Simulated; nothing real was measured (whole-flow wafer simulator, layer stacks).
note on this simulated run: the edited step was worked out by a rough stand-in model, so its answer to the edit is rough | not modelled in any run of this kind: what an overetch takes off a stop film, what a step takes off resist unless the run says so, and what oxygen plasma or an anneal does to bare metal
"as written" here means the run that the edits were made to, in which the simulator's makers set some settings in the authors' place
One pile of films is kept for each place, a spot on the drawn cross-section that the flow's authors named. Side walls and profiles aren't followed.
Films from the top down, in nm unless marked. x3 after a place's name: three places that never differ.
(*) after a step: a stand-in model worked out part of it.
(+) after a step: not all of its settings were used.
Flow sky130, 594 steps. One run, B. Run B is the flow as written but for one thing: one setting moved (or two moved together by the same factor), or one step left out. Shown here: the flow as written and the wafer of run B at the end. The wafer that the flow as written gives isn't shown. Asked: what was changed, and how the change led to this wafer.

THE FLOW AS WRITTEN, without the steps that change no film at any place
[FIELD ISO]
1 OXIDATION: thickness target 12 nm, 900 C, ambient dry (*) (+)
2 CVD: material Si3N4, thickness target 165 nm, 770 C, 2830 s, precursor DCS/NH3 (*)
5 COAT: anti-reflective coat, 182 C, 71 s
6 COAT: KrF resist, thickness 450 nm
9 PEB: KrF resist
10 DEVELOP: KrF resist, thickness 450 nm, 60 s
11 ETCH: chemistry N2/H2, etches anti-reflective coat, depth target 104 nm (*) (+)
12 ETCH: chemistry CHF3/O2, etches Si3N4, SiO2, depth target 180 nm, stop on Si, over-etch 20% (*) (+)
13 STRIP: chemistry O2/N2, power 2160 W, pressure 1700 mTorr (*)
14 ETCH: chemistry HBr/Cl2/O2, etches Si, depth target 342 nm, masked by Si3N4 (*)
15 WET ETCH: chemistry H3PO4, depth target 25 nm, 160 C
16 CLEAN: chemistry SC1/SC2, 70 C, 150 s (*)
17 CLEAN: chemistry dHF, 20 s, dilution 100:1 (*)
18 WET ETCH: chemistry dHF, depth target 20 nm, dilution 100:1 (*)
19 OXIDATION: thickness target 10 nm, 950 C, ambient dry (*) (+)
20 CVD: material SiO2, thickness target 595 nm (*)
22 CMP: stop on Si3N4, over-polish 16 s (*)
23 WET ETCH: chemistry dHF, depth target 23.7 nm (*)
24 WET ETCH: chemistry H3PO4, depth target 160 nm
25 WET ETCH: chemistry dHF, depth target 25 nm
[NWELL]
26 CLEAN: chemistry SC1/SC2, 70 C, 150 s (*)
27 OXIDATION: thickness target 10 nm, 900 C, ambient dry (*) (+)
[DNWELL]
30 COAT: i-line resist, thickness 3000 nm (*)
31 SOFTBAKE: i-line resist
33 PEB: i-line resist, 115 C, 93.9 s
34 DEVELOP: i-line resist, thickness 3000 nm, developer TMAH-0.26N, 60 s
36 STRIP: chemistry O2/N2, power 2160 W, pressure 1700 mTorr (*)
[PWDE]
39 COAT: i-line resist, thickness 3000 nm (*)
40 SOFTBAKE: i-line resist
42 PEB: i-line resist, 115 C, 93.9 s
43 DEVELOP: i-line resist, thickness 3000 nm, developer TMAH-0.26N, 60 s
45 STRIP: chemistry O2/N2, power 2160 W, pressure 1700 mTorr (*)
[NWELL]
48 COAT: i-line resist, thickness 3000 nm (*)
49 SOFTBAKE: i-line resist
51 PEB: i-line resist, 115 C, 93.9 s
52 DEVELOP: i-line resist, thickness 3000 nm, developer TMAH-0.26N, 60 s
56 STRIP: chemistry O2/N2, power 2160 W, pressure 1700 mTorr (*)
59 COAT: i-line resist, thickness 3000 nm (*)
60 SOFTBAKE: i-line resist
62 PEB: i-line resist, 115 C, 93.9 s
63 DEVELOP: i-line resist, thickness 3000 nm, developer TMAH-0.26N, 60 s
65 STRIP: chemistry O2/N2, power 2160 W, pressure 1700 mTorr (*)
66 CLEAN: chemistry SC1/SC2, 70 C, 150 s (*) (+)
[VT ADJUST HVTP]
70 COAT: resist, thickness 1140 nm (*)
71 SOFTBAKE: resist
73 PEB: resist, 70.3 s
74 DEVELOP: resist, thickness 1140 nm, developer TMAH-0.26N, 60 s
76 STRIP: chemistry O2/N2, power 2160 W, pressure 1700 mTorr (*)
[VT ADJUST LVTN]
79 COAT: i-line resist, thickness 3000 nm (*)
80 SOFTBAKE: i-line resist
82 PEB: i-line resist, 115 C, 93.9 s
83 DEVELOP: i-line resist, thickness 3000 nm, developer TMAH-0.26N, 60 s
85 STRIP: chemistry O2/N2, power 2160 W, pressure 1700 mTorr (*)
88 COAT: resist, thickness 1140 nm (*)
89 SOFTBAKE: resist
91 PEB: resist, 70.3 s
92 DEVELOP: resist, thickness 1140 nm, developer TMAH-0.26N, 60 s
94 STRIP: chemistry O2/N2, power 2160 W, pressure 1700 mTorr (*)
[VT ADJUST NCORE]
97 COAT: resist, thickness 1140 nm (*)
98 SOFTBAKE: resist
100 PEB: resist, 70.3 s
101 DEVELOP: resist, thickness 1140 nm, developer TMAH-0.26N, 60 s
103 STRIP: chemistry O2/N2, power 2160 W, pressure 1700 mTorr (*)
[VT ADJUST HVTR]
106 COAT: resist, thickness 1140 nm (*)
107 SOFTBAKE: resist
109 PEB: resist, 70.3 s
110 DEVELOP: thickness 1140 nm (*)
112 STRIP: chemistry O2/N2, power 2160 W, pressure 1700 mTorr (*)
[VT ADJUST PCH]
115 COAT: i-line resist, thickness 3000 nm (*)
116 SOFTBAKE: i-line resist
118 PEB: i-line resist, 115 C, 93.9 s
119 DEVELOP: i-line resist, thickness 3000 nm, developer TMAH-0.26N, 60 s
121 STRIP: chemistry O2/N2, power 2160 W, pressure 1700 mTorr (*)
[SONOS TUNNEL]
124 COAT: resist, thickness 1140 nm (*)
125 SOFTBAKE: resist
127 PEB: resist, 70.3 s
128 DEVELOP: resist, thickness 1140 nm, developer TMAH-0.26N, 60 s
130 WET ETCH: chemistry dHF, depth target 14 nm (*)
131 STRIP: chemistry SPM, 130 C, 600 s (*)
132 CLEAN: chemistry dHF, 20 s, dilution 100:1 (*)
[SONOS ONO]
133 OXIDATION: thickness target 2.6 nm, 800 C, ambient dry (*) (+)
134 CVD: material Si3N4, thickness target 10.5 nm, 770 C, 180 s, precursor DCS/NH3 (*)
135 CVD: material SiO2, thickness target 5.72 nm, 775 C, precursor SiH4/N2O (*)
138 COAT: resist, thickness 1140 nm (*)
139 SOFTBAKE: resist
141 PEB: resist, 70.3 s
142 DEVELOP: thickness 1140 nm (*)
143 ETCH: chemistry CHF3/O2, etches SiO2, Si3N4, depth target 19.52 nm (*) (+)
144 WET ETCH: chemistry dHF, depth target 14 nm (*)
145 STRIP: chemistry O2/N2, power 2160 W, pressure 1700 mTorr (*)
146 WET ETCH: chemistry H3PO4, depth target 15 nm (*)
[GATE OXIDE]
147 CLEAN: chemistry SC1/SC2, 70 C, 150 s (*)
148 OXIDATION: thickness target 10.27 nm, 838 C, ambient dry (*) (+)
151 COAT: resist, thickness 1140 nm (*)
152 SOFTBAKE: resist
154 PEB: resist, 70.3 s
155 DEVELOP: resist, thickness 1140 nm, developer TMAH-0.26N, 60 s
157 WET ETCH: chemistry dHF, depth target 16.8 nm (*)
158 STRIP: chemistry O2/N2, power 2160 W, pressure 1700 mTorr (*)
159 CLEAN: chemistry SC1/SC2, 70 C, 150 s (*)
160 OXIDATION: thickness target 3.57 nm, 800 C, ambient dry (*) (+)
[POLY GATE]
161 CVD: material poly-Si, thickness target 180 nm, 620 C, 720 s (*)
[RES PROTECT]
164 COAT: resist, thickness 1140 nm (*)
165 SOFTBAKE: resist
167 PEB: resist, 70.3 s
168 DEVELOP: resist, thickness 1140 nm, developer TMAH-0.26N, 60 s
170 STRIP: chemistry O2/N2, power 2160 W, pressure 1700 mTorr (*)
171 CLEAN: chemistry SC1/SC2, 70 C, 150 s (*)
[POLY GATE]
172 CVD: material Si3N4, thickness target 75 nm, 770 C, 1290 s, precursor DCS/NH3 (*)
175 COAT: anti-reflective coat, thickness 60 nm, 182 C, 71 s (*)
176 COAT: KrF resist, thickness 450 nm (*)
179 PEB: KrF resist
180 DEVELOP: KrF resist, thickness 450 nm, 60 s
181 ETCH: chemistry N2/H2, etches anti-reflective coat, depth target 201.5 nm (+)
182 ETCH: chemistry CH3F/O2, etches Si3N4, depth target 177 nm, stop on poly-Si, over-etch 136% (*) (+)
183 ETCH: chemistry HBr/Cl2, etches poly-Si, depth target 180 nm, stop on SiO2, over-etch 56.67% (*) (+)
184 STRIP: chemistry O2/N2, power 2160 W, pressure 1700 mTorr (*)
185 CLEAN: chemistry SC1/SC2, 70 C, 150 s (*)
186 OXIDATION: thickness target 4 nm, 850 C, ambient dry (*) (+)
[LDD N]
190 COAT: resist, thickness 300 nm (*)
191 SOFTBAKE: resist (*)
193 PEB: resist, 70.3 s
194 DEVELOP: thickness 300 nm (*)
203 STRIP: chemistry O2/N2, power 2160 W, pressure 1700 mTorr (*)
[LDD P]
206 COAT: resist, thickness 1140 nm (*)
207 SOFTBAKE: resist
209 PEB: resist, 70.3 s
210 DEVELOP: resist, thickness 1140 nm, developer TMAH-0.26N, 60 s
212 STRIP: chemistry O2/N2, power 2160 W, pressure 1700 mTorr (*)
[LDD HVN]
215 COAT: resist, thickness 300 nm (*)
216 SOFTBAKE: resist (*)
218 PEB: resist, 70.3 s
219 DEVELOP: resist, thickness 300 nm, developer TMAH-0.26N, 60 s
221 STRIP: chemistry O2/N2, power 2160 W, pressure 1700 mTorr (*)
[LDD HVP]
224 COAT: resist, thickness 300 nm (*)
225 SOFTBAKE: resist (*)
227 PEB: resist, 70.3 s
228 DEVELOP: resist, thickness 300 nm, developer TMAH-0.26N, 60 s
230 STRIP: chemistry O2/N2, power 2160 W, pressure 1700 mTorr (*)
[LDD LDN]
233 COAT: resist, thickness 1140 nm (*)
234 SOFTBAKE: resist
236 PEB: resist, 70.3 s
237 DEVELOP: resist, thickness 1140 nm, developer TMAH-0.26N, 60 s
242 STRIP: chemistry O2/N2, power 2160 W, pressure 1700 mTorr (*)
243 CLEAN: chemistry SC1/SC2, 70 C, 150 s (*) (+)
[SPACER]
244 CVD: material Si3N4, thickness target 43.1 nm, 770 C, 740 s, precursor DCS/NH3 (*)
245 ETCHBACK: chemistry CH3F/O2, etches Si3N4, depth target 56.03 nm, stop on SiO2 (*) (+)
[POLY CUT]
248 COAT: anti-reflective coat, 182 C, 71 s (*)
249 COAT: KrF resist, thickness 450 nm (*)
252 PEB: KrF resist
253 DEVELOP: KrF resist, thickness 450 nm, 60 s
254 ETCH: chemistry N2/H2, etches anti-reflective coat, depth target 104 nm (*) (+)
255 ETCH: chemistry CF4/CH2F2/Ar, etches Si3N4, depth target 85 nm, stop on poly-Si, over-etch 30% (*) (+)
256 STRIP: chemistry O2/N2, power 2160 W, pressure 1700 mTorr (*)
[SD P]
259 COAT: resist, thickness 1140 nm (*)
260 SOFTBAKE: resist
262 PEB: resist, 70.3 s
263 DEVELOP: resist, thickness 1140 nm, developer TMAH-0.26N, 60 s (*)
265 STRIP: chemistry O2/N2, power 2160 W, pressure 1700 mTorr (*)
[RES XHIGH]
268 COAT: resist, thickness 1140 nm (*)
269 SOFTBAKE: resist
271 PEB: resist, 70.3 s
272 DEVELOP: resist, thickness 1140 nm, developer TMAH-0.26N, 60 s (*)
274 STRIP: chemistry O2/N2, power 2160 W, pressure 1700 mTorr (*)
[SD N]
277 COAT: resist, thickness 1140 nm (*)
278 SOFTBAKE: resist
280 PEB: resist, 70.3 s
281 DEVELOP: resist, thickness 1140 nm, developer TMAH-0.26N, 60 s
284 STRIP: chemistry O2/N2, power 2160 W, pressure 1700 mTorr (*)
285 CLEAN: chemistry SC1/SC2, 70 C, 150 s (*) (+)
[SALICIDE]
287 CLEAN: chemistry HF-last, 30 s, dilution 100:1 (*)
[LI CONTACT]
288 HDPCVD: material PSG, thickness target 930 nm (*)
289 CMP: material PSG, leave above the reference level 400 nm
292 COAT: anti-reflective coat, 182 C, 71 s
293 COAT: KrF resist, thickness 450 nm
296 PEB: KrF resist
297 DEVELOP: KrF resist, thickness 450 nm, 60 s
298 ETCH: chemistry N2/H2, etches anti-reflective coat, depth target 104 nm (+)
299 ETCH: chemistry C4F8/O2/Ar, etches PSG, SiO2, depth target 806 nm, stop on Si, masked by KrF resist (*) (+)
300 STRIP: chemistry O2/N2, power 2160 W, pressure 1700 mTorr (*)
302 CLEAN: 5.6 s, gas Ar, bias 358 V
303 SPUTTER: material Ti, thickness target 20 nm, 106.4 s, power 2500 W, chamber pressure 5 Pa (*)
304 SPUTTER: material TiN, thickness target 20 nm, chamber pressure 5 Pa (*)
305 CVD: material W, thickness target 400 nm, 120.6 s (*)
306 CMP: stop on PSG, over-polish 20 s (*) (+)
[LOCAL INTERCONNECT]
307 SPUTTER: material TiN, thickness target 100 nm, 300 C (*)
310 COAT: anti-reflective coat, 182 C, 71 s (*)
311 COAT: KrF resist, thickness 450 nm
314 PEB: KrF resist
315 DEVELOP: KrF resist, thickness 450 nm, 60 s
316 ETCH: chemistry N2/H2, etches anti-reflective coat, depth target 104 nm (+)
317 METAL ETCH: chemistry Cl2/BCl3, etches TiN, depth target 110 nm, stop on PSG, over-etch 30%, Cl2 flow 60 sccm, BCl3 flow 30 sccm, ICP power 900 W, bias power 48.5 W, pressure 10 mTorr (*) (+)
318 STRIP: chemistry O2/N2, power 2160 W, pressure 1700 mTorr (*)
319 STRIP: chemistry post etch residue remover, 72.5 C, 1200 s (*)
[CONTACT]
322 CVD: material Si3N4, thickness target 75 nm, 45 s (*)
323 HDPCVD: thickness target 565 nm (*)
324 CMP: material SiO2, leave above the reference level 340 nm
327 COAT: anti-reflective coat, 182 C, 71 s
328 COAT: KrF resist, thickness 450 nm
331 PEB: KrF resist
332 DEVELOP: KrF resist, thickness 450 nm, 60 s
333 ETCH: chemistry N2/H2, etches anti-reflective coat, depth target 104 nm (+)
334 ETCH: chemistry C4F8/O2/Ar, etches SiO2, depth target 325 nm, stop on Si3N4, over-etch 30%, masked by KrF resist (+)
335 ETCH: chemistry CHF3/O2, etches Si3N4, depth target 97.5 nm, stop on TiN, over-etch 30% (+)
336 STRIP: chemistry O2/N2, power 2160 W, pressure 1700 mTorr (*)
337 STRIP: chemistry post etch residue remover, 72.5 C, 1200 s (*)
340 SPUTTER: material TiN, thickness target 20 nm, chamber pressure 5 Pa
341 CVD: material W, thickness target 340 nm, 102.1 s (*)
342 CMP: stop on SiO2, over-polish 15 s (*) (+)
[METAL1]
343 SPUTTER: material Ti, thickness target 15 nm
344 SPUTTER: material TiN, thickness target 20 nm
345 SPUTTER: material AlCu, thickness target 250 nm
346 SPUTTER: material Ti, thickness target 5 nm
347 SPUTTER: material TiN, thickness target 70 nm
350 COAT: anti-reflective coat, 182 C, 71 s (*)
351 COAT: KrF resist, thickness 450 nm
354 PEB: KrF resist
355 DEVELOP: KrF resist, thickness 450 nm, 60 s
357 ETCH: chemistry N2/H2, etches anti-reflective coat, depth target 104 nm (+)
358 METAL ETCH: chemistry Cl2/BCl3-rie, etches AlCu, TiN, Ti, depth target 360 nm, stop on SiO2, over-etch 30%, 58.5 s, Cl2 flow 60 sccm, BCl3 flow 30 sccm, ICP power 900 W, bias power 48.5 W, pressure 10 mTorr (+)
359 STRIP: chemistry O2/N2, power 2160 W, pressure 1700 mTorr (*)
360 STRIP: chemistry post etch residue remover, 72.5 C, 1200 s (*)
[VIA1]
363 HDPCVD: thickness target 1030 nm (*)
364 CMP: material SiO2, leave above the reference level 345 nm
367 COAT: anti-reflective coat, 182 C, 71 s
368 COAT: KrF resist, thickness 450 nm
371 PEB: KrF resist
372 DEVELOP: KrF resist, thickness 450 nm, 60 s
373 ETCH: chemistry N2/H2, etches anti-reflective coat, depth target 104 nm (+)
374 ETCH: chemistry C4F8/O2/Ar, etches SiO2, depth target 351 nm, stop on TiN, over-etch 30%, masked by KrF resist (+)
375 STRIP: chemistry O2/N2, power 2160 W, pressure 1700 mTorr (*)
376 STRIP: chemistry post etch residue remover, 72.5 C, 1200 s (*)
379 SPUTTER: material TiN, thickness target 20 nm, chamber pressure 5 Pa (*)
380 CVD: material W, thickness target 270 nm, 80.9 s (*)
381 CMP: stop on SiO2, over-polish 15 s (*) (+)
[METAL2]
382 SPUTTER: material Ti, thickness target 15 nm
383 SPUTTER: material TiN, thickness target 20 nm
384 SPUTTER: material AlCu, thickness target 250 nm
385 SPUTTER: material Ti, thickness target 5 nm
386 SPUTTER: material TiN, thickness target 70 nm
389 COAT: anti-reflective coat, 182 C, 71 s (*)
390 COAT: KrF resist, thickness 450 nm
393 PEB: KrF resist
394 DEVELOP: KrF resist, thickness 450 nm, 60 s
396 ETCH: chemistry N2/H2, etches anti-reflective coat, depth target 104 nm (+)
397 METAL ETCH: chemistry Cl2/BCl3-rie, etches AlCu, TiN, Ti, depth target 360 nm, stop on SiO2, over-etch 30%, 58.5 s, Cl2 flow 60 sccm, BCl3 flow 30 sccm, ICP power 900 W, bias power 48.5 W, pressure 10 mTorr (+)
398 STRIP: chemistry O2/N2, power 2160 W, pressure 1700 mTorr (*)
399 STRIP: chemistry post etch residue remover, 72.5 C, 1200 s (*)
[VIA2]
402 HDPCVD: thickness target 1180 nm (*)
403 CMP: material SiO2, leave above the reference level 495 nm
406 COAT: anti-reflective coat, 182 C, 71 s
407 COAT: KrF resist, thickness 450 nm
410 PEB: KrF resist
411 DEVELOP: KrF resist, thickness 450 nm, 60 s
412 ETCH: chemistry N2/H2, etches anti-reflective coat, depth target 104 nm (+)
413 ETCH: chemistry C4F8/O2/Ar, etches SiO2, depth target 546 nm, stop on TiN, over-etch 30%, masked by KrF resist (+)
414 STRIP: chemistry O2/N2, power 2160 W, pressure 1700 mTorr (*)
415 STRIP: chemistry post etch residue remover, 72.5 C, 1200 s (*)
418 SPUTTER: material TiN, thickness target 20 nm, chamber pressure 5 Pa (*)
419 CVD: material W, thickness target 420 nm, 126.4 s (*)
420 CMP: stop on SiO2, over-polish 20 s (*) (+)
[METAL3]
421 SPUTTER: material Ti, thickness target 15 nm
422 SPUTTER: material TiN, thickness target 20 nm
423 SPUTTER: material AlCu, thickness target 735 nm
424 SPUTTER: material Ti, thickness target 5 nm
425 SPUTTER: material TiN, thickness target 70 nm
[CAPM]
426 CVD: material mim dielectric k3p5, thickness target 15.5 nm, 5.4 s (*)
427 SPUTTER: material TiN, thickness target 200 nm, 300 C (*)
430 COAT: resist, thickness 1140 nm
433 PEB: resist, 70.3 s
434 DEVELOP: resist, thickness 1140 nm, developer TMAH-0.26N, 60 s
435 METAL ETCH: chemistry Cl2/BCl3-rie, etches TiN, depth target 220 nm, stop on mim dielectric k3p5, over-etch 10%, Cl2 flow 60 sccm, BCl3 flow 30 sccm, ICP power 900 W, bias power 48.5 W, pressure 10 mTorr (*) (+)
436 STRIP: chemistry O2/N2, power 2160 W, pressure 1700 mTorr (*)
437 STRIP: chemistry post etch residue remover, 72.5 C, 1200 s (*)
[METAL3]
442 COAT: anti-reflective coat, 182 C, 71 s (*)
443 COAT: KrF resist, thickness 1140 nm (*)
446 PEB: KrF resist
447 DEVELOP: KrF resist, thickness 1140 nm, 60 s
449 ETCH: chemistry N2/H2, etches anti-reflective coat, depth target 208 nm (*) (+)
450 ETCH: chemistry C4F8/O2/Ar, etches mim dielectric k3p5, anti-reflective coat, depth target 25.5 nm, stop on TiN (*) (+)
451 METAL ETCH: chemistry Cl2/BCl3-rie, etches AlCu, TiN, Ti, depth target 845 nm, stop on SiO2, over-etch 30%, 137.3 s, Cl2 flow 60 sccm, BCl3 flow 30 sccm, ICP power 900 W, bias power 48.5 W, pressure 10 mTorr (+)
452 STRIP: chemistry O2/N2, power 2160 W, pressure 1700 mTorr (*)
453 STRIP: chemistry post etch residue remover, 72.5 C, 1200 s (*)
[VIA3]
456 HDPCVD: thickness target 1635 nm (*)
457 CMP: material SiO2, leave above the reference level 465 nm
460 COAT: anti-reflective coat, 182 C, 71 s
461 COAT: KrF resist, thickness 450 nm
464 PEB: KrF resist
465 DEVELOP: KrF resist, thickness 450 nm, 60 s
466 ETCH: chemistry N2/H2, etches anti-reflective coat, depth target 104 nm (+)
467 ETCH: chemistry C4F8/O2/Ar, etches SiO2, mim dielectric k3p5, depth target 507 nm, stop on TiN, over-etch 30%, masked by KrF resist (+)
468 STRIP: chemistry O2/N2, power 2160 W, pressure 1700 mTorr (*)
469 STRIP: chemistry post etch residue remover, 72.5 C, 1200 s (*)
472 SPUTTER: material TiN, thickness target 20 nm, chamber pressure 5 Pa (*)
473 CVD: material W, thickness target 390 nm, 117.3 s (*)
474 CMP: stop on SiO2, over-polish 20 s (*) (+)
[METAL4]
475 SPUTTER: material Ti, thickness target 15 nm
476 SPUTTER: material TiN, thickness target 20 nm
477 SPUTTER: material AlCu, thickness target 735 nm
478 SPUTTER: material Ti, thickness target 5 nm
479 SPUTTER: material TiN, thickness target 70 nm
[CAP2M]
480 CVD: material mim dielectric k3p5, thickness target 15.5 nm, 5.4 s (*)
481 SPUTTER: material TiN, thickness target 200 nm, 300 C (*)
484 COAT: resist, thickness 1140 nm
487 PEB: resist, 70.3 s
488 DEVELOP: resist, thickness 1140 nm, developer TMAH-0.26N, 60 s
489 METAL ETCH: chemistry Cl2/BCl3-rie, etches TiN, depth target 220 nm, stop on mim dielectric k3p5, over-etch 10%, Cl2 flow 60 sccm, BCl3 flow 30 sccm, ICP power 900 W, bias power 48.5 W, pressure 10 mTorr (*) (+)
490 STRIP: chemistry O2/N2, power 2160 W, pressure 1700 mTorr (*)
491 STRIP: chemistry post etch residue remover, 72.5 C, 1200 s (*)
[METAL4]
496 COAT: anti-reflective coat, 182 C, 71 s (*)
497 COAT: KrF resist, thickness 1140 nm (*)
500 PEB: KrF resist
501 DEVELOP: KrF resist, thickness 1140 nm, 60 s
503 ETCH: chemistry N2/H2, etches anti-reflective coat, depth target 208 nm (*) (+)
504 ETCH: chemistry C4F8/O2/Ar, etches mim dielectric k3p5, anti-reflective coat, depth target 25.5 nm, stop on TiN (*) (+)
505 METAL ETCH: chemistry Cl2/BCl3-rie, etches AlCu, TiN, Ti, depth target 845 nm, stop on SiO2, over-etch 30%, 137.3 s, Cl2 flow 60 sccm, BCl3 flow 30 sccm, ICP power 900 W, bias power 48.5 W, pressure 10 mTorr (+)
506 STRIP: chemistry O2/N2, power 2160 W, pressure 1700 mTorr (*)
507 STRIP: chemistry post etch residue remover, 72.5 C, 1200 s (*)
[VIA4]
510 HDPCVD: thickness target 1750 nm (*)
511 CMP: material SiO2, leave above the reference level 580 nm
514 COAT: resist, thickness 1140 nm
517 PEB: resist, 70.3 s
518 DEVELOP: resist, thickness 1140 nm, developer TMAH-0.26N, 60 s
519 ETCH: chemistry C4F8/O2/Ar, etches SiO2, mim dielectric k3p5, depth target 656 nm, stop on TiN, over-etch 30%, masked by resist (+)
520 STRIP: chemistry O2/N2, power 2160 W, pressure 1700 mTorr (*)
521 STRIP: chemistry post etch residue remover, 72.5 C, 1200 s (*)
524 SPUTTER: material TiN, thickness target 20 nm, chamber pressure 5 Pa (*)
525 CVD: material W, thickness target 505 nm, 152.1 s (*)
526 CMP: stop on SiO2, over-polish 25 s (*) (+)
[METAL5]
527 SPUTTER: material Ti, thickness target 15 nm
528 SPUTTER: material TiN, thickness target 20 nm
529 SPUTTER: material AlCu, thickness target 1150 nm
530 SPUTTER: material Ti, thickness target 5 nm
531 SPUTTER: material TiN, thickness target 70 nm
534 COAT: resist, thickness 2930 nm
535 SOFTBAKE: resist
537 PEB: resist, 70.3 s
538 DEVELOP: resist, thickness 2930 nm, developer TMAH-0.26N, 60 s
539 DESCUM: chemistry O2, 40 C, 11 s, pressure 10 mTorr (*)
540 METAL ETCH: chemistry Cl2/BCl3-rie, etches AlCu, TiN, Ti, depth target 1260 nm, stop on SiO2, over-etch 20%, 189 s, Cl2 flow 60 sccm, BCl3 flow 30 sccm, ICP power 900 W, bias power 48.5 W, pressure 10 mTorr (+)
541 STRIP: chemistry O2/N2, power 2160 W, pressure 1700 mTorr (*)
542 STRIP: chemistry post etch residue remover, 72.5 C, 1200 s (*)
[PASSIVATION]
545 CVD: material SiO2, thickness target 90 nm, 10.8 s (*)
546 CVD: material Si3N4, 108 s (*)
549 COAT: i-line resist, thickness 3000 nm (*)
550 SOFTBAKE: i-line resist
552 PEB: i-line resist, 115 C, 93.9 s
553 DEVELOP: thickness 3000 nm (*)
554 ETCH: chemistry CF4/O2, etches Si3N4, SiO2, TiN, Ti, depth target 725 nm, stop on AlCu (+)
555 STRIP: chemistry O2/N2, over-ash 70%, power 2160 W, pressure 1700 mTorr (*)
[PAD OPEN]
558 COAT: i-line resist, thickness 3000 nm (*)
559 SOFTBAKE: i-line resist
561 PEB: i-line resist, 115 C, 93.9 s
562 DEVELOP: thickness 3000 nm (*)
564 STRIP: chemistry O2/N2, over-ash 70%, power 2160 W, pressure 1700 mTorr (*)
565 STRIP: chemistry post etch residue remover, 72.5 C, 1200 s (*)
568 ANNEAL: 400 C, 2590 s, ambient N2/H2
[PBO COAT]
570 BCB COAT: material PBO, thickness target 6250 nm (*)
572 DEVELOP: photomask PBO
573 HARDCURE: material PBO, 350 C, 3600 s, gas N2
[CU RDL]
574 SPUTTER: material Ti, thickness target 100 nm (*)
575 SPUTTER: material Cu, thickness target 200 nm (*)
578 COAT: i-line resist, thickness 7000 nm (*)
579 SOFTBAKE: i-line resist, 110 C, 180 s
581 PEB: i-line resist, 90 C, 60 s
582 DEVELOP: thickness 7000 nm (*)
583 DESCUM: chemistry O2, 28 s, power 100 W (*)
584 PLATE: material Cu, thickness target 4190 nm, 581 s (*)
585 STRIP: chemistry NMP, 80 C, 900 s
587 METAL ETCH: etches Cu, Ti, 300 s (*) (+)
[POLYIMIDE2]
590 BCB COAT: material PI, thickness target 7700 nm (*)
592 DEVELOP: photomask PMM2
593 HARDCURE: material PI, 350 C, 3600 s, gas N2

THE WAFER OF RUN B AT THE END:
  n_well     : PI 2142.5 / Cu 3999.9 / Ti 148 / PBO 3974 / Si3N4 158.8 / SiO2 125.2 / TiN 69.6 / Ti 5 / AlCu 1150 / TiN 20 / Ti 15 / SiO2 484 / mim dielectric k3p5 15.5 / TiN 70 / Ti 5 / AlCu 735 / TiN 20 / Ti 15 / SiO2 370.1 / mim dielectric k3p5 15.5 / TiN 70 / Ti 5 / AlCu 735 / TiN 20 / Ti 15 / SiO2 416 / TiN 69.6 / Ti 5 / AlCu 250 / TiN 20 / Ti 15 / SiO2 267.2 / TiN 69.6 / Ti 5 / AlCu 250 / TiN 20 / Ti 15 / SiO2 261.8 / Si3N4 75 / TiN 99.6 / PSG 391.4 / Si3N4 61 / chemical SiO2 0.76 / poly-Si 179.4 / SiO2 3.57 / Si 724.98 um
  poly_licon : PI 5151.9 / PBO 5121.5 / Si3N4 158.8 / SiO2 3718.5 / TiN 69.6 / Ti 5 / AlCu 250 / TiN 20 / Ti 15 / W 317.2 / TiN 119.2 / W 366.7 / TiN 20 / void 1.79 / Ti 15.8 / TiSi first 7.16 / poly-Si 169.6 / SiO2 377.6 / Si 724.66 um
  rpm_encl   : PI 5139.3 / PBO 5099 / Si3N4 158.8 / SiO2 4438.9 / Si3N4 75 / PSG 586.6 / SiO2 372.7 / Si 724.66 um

The cause: step 574, SPUTTER: thickness target 148 nm was run, where the flow has thickness target 100 nm.
It can be read off the wafer: n_well has Ti 148, and step 574 as written asks for 100 nm.

How the change led to this, step by step:
  574 SPUTTER: material Ti, thickness target 100 nm (*)
      field, active, n_well and 190 more: Ti +148 (new film) (as written it would be: Ti +100 (new film))
  587 METAL ETCH: etches Cu, Ti, 300 s (*) (+)
      field, active, gate and 167 more: Cu -200 (all of it), Ti -148 (all of it) (as written it would be: Cu -200 (all of it), Ti -100 (all of it))
  590 BCB COAT: material PI, thickness target 7700 nm (*)
      de16_gate_nw: PI +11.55 um (new film) (as written it would be: PI +11.5 um (new film))
